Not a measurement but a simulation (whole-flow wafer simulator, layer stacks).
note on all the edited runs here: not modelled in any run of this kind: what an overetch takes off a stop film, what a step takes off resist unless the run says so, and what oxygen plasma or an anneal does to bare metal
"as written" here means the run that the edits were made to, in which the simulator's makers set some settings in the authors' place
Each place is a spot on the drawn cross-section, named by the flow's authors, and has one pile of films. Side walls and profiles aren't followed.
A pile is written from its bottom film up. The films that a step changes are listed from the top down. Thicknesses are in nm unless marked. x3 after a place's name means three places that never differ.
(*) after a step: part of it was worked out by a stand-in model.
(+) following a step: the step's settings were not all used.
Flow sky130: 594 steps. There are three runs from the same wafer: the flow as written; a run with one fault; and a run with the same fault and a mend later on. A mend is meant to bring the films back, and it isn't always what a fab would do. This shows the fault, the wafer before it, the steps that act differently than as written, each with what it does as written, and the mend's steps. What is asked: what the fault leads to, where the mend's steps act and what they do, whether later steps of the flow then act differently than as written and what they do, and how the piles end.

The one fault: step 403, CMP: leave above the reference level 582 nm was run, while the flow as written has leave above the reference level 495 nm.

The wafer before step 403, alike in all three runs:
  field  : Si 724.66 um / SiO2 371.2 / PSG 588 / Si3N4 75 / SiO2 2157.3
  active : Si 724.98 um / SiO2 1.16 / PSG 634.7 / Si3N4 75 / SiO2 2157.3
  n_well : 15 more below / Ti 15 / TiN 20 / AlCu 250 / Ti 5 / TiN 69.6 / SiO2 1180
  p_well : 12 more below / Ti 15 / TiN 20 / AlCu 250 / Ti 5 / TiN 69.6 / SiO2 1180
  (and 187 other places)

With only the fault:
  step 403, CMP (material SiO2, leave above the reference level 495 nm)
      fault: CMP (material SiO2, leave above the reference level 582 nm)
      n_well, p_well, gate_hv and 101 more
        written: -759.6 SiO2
        fault: -672.6 SiO2
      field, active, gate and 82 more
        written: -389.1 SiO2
        fault: -302.1 SiO2
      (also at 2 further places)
  Steps further on in the flow that do not act as written:
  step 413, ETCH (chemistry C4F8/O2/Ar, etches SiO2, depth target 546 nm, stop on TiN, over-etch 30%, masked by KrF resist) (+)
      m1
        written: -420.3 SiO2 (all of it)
        fault: -507.3 SiO2 (all of it)
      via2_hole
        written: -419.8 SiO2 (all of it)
        fault: -506.8 SiO2 (all of it)
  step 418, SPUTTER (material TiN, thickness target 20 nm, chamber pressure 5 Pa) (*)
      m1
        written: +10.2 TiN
        fault: +9.09 TiN
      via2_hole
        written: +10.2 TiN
        fault: +9.08 TiN
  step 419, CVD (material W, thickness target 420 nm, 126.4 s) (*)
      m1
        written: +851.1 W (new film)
        fault: +939.2 W (new film)
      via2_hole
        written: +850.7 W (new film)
        fault: +938.8 W (new film)
  At n_well, p_well, gate_hv and 120 more, the piles at the end differ from the flow's by more than 2% or 0.5 nm, whichever is larger.
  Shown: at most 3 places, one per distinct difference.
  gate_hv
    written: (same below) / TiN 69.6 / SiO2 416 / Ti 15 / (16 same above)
    fault: (same below) / TiN 69.6 / SiO2 503 / Ti 15 / (16 same above)
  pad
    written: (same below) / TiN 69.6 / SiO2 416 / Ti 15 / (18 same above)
    fault: (same below) / TiN 69.6 / SiO2 503 / Ti 15 / (18 same above)
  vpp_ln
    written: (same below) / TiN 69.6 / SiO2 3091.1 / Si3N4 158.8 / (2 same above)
    fault: (same below) / TiN 69.6 / SiO2 3178.1 / Si3N4 158.8 / (2 same above)

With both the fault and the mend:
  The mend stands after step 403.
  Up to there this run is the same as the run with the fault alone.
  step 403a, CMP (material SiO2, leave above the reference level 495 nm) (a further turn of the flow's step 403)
      field, active, n_well and 188 more
        -87 SiO2
  Later steps of the flow that are run all act as written at every place that is followed.
  At every place that both follow, the piles at the end match the flow's.
